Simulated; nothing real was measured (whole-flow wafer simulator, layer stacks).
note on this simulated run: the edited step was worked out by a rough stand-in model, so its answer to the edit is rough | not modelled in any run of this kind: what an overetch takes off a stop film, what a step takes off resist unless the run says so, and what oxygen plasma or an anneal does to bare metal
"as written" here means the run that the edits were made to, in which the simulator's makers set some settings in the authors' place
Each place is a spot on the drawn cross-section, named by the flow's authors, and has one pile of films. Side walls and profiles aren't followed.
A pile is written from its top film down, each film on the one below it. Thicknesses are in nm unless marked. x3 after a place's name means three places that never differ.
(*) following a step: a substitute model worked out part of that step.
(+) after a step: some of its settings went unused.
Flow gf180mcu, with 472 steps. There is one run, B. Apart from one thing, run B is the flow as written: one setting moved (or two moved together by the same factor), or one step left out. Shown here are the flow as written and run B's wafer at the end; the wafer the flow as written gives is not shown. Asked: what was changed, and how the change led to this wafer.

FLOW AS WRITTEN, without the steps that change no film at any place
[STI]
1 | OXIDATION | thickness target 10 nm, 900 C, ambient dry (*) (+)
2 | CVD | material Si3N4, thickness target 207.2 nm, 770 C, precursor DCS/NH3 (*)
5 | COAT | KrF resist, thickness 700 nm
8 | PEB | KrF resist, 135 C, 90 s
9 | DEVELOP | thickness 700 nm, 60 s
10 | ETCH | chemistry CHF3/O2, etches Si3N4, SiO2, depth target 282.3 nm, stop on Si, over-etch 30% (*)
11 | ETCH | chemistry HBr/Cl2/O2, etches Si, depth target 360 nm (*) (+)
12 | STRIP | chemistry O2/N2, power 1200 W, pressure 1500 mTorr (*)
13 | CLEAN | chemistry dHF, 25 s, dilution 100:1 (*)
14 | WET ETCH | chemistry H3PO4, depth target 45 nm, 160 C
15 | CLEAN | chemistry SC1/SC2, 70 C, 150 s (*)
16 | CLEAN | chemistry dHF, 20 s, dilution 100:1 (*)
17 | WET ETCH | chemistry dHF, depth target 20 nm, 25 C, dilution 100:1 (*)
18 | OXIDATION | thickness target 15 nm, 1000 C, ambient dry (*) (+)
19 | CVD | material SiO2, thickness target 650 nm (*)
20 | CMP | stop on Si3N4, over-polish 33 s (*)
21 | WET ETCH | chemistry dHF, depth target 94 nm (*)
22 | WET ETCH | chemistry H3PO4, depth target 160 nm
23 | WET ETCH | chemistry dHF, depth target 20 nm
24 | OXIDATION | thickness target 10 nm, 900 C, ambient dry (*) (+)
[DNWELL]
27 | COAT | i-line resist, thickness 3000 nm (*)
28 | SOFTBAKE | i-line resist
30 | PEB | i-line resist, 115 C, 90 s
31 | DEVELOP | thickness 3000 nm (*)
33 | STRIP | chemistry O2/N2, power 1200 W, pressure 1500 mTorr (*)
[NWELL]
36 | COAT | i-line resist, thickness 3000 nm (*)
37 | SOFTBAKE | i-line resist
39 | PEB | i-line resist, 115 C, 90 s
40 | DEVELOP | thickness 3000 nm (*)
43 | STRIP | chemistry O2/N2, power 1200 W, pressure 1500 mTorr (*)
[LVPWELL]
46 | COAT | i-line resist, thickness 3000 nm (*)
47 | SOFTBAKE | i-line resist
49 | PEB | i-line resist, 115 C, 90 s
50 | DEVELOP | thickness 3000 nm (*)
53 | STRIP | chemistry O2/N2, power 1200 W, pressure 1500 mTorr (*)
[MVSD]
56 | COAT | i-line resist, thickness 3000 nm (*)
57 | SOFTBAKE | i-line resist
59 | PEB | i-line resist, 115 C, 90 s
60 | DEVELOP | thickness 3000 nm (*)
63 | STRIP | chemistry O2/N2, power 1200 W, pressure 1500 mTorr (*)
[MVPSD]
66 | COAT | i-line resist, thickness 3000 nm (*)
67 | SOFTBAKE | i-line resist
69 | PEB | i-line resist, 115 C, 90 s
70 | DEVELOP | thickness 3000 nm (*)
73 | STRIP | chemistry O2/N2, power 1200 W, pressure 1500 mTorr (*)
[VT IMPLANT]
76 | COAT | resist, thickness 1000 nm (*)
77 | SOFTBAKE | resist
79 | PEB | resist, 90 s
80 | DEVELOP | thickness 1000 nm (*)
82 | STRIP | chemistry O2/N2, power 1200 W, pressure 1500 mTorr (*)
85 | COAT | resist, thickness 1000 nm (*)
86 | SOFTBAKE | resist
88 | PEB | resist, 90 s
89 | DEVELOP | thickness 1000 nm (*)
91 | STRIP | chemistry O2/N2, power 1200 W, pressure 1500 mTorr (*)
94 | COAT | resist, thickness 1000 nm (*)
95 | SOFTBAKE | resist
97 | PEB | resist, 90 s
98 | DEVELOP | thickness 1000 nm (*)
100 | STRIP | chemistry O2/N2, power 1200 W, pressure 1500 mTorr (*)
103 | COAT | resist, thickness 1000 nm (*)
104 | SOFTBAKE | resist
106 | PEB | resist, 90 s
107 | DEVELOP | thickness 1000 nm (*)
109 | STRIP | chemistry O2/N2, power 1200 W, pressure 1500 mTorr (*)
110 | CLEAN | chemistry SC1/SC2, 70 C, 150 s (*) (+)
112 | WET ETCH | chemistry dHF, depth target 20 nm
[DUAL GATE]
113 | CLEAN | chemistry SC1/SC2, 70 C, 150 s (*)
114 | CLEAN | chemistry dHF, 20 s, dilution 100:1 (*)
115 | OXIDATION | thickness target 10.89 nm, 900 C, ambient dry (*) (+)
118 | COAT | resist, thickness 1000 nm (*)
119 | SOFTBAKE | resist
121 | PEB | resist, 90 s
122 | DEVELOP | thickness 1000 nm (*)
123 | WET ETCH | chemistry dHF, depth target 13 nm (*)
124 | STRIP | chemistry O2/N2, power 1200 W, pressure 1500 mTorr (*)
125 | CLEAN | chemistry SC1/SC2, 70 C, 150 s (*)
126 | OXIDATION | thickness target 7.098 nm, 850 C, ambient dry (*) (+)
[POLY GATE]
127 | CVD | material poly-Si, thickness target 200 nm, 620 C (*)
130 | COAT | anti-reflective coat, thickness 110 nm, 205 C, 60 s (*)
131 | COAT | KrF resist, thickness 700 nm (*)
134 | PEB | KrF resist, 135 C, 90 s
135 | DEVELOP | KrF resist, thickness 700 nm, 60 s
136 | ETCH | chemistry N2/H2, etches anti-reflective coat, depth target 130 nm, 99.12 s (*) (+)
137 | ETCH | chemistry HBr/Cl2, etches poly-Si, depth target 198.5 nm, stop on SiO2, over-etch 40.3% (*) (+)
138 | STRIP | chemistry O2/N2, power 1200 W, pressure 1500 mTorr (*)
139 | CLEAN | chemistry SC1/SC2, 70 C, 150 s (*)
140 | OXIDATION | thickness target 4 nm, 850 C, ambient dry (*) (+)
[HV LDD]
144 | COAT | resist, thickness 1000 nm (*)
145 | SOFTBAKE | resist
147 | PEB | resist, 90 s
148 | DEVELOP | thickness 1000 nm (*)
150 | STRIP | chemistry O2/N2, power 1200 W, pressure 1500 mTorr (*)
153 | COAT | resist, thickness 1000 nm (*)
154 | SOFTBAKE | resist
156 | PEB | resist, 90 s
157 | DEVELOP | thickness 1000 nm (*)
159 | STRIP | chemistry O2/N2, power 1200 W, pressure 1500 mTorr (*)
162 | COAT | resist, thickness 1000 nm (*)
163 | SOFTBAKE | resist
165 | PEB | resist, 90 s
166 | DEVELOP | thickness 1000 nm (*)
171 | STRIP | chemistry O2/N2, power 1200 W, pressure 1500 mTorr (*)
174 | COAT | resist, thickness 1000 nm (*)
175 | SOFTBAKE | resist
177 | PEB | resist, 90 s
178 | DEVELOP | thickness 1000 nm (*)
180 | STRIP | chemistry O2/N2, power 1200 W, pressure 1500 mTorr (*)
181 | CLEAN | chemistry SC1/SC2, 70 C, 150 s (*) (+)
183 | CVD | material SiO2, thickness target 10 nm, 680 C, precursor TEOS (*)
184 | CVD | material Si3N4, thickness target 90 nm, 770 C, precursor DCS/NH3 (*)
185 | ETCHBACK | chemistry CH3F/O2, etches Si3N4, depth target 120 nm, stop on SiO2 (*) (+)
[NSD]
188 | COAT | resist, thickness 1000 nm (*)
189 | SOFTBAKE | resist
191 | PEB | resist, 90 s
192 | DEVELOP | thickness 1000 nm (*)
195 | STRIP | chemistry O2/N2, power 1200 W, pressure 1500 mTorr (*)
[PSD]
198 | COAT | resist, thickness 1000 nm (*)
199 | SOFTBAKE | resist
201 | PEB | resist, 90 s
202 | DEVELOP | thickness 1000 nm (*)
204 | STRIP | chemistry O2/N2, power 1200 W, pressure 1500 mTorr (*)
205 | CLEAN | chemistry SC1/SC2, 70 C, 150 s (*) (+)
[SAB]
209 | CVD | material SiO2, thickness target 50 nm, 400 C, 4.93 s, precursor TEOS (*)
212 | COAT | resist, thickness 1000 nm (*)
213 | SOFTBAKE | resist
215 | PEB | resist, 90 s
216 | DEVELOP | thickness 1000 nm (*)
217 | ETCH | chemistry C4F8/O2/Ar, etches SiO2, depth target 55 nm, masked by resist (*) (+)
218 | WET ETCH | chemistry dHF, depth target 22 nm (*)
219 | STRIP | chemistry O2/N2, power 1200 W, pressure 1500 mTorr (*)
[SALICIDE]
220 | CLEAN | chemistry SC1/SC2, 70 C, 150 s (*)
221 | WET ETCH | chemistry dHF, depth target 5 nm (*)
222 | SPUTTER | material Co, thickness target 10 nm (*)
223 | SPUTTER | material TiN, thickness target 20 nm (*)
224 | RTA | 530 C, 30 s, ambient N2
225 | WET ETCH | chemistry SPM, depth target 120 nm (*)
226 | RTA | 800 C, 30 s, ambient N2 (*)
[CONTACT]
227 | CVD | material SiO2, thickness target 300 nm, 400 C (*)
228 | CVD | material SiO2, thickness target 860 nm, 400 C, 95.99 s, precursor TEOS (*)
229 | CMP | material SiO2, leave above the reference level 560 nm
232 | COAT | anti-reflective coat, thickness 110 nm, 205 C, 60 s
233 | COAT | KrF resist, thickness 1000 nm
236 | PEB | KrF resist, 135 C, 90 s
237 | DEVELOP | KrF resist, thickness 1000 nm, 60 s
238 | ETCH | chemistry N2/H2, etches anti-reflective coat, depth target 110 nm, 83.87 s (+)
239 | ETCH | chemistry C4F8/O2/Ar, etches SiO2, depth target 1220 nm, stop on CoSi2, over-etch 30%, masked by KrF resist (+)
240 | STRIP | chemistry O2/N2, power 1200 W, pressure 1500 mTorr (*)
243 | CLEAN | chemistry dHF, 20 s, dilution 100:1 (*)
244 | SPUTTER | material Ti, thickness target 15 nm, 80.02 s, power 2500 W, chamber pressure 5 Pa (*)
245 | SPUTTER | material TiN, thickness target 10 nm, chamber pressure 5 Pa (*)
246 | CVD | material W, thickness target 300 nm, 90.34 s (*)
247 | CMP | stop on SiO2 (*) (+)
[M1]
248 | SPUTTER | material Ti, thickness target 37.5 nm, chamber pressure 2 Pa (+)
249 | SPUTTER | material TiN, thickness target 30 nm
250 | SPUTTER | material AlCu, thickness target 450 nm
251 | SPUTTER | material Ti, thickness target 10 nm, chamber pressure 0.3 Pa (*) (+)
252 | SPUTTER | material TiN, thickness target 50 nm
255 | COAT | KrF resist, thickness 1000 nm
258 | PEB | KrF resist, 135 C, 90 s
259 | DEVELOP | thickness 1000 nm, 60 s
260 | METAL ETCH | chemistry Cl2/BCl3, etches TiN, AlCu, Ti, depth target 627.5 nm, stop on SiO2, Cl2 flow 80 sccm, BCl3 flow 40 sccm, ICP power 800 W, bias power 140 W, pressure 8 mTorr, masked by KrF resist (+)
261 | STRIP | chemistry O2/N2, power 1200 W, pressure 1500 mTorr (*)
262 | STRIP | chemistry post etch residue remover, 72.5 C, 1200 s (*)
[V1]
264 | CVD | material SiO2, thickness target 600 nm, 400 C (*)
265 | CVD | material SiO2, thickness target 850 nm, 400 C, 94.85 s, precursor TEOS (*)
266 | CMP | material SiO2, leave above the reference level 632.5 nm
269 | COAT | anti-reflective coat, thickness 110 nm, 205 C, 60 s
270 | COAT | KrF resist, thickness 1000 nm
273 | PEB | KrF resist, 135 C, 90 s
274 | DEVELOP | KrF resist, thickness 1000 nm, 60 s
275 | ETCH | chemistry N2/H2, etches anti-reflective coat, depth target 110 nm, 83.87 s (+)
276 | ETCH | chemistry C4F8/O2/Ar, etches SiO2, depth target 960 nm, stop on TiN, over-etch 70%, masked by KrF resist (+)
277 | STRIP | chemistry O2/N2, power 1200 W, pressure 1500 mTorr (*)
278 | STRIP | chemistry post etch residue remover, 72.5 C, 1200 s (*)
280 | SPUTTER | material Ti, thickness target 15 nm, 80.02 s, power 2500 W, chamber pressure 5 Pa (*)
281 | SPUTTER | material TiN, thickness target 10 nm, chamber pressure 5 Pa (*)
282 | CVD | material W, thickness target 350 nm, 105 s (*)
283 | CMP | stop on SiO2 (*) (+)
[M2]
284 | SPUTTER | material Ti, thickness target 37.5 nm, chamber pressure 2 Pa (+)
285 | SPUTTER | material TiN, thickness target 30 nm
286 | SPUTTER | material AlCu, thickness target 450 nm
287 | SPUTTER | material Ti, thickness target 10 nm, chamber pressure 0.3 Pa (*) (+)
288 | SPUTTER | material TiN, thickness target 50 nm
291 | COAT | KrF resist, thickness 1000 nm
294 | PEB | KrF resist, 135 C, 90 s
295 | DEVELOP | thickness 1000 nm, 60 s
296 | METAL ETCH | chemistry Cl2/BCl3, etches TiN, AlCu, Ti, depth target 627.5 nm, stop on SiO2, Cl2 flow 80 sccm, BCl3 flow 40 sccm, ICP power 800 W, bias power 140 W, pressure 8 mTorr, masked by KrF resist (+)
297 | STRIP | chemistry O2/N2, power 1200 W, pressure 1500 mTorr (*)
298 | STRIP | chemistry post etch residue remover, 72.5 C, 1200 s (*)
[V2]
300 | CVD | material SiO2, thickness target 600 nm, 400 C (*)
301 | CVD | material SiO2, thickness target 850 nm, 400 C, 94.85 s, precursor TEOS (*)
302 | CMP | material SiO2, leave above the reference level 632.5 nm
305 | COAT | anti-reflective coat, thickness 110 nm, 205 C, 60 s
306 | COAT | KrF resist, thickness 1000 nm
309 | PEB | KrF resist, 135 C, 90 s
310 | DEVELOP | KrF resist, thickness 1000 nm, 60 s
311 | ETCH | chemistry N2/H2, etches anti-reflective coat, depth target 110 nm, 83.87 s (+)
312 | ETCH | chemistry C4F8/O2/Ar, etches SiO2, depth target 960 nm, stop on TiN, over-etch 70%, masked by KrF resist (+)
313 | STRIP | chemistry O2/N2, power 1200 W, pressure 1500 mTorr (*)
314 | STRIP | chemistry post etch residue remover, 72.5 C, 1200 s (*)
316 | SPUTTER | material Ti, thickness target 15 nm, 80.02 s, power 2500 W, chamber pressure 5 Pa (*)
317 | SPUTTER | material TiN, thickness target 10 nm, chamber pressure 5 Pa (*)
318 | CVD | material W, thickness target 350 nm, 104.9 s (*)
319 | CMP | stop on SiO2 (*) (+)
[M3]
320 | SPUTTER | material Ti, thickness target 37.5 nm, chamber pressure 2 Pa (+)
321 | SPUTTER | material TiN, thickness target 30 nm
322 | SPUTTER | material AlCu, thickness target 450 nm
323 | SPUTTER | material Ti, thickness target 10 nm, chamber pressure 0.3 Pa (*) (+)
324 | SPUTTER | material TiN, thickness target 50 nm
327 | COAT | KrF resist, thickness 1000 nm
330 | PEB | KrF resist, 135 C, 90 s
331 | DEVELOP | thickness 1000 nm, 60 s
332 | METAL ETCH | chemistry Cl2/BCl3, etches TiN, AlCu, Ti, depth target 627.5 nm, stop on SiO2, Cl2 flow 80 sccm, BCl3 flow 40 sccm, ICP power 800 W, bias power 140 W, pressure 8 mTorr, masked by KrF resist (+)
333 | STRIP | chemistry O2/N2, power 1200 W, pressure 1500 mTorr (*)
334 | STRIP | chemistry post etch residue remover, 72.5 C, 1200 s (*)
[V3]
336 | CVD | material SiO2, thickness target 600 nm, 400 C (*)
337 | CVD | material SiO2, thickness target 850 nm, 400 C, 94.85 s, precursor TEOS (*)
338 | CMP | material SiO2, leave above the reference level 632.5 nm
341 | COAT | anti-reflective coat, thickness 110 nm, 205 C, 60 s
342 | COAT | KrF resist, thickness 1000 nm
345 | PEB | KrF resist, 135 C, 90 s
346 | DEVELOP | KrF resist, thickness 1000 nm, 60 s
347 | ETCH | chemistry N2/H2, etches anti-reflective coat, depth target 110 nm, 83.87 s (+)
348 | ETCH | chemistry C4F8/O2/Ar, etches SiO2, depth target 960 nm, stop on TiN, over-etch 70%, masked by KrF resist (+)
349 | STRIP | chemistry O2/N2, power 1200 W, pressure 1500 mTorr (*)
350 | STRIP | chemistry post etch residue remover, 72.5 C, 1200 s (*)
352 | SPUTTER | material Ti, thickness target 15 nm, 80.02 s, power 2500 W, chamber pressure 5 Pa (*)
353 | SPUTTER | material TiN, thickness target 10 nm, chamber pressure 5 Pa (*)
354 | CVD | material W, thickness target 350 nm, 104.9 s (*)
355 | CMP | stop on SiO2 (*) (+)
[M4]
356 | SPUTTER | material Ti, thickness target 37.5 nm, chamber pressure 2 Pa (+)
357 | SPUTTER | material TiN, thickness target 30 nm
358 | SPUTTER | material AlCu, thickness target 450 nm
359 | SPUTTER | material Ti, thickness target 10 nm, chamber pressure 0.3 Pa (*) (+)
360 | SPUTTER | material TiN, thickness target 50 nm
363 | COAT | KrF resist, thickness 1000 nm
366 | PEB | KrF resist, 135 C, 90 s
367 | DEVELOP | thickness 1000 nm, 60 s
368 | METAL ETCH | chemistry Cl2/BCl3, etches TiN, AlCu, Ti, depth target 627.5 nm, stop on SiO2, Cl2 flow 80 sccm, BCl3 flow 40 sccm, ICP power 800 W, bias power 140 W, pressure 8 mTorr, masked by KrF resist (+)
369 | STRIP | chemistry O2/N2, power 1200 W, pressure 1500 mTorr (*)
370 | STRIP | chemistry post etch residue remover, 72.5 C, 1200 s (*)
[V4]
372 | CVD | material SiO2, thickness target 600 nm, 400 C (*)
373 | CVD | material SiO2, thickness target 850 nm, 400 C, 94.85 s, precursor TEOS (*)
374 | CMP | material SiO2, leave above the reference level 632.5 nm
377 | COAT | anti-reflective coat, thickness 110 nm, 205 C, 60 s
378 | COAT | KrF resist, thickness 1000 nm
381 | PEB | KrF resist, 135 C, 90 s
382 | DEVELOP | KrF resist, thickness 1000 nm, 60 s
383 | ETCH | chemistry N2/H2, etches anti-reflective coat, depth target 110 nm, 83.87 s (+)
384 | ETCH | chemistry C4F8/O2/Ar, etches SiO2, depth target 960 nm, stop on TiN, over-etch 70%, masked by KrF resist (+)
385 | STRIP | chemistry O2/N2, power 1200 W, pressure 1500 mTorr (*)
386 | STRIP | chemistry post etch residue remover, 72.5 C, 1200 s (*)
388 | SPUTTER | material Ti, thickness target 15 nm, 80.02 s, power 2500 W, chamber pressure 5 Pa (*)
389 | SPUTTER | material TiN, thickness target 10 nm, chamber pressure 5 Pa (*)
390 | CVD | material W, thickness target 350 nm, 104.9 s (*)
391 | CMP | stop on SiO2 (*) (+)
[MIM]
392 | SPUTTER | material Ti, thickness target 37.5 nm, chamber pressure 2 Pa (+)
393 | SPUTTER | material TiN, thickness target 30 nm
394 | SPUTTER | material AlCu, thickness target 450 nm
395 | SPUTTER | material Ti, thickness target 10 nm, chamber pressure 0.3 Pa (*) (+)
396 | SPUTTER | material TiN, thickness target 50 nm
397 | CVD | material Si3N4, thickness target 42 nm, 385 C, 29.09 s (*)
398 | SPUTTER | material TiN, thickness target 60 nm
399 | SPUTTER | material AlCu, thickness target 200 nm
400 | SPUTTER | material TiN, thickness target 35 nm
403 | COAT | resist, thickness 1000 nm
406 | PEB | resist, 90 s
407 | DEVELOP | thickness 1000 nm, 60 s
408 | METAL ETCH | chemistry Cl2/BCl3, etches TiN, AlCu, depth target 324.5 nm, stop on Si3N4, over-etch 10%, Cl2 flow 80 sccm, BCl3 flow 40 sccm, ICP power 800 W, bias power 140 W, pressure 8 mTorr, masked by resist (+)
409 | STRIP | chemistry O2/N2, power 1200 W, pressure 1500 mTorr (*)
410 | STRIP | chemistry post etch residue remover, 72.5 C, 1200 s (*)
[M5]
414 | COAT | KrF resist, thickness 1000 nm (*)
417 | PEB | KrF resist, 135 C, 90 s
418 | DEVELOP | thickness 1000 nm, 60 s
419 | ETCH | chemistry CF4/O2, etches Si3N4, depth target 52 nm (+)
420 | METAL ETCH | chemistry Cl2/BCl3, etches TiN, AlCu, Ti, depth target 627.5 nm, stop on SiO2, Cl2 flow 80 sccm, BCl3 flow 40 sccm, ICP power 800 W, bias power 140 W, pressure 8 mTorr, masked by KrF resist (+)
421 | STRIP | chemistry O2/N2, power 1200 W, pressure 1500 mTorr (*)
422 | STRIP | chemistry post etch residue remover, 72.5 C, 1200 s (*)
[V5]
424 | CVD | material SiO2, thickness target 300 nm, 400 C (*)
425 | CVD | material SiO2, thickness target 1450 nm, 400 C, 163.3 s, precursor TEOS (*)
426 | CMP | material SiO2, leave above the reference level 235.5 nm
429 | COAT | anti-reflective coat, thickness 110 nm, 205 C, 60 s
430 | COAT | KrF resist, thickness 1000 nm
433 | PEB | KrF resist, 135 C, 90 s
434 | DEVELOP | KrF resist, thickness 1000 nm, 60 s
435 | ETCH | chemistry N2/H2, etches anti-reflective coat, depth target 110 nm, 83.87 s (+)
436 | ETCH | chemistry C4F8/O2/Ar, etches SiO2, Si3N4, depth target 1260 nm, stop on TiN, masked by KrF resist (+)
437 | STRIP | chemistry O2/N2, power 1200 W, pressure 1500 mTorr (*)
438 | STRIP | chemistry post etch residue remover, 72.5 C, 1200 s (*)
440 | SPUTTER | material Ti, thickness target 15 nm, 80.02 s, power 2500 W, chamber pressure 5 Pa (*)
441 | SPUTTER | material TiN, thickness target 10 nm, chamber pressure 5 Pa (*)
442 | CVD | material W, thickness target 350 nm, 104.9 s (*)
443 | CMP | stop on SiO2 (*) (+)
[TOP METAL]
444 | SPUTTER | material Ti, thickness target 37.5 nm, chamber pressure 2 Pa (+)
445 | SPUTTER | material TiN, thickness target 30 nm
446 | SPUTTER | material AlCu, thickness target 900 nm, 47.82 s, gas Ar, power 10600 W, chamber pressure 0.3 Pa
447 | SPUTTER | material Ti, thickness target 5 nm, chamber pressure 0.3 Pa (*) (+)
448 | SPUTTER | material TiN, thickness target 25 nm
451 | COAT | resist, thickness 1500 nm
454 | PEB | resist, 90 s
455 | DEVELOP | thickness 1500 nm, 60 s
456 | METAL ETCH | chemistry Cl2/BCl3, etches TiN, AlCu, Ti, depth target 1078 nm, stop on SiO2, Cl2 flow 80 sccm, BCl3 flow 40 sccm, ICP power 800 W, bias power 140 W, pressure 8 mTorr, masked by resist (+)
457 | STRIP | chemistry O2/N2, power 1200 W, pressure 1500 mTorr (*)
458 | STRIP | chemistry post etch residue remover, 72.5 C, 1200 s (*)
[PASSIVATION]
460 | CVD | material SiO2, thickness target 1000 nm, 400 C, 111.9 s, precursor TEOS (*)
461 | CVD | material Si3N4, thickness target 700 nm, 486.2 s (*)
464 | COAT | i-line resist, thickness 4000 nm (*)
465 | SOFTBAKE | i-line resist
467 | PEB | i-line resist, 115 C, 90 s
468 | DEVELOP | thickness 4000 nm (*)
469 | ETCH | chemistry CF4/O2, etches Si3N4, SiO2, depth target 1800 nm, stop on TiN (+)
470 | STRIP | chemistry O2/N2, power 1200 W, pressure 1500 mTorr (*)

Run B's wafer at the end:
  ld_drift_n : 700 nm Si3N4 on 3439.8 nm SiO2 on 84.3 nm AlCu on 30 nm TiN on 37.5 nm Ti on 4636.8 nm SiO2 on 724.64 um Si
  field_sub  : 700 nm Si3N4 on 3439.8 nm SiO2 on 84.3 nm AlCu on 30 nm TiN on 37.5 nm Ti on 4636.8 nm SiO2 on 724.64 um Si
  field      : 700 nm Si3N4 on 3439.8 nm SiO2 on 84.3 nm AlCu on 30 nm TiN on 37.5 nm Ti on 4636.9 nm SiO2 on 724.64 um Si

The reason: step 354, CVD: thickness target 234 nm was run, while the flow as written has thickness target 350 nm; step 368, METAL ETCH: depth target 420 nm was run, where the flow has depth target 627.5 nm.

The path from the change to this, step by step:
  354 | CVD | material W, thickness target 350 nm, 104.9 s (*)
      field, field__w1, field__w2 and 107 more: +234 W (new film) (as written it would have been: +350 W (new film))
      contact: +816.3 W (new film) (as written it would have been: +932.3 W (new film))
  355 | CMP | stop on SiO2 (*) (+)
      field, field__w1, field__w2 and 107 more: -234 W (all of it), -10 TiN (all of it), -15 Ti (all of it), -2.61 SiO2 (as written it would have been: -350 W (all of it), -10 TiN (all of it), -15 Ti (all of it), -3.78 SiO2)
      contact: -261.6 W (as written it would have been: -378.8 W)
  368 | METAL ETCH | chemistry Cl2/BCl3, etches TiN, AlCu, Ti, depth target 627.5 nm, stop on SiO2, Cl2 flow 80 sccm, BCl3 flow 40 sccm, ICP power 800 W, bias power 140 W, pressure 8 mTorr, masked by KrF resist (+)
      field, field__w1, field__w2 and 103 more: -50 TiN (all of it), -10 Ti (all of it), -360 AlCu (as written it would have been: -50 TiN (all of it), -10 Ti (all of it), -450 AlCu (all of it), -30 TiN (all of it), -37.5 Ti (all of it))
      field__w8, contact, m1, m1__w1, m1_nw: -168 KrF resist (as written it would have been: -251 KrF resist)
  369 | STRIP | chemistry O2/N2, power 1200 W, pressure 1500 mTorr (*)
      field__w8, contact, m1, m1__w1, m1_nw: -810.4 KrF resist (all of it) (as written it would have been: -727.4 KrF resist (all of it))
  370 | STRIP | chemistry post etch residue remover, 72.5 C, 1200 s (*)
      field, field__w1, field__w2 and 103 more: -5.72 AlCu (as written it would have been: nothing)
  372 | CVD | material SiO2, thickness target 600 nm, 400 C (*)
      field, field__w1, field__w2 and 103 more: +600 SiO2 (new film) (as written it would have been: +600 SiO2)
  374 | CMP | material SiO2, leave above the reference level 632.5 nm
      field, field__w1, field__w2 and 103 more: -451.8 SiO2 (as written it would have been: -300 SiO2)
With metal films that touch counted as one body, ld_drift_n has 1 body; the flow as written gives 0 bodies.
With metal films that touch counted as one body, field_sub has 1 body; the flow as written gives 0 bodies.
With metal films that touch counted as one body, field has 1 body; the flow as written gives 0 bodies.
